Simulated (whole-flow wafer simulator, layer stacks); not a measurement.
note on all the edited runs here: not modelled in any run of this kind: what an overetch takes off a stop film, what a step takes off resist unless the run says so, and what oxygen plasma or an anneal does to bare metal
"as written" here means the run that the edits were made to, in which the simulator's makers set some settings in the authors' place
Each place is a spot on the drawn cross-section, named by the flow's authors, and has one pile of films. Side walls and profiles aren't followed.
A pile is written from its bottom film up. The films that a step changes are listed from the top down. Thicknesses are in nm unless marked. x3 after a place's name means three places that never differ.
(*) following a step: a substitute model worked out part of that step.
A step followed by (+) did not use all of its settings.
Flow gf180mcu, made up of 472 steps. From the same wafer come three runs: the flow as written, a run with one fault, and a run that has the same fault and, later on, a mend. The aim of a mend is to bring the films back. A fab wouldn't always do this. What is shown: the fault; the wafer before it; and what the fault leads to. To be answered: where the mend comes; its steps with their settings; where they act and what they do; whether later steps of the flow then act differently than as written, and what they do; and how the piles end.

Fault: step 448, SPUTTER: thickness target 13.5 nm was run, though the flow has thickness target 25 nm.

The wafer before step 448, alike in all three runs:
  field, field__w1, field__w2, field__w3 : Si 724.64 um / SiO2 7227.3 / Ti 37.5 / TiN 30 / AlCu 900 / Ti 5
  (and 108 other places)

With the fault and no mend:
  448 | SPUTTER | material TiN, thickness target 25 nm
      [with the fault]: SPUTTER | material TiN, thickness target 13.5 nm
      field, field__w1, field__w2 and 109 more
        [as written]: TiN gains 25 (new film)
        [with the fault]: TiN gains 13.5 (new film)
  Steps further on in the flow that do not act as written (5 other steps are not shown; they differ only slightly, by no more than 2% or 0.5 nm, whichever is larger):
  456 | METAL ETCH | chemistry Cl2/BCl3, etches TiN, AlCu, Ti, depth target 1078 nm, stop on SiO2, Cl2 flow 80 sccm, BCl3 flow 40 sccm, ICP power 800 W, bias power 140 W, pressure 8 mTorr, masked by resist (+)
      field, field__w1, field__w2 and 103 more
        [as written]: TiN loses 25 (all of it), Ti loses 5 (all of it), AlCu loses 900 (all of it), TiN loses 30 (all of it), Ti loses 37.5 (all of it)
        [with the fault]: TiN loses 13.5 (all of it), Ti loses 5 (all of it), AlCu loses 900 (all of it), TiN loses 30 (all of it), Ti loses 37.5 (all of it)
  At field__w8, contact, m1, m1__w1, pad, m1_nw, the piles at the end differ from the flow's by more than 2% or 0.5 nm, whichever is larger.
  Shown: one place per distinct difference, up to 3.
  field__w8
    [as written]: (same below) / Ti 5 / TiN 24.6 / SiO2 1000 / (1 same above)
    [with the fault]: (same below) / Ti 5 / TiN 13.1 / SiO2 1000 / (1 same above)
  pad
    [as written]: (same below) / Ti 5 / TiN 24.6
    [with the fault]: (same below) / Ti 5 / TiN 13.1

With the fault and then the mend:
  After step 455 comes the mend.
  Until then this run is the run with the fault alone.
  455a | STRIP | chemistry O2/N2, power 2160 W, pressure 1700 mTorr (*)
      field__w8, contact, m1, m1__w1, pad, m1_nw
        resist loses 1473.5 (all of it)
  455b | SPUTTER | material TiN, thickness target 11.5 nm (a further turn of the flow's step 448, with different settings)
      field, field__w1, field__w2 and 109 more
        TiN gains 11.5
  455c | HMDS | 120 C, 60 s (a further turn of the flow's step 450)
      alters no film at any place that is followed
  455d | COAT | resist, thickness 1500 nm (a further turn of the flow's step 451)
      field, field__w1, field__w2 and 109 more
        resist gains 1500 (new film)
  455e | SOFTBAKE | resist (a further turn of the flow's step 452)
      alters no film at any place that is followed
  455f | EXPOSE | photomask MetalTop (a further turn of the flow's step 453)
      alters no film at any place that is followed
  455g | PEB | resist, 70.3 s (a further turn of the flow's step 454)
      field, field__w1, field__w2 and 109 more
        resist loses 26.5
  455h | DEVELOP | thickness 1500 nm, 60 s (a further turn of the flow's step 455)
      field, field__w1, field__w2 and 103 more
        resist loses 1473.5 (all of it)
  Every later step of the flow that is run acts as written at every place that is followed.
  The piles end the same as the flow's at every place that both follow.
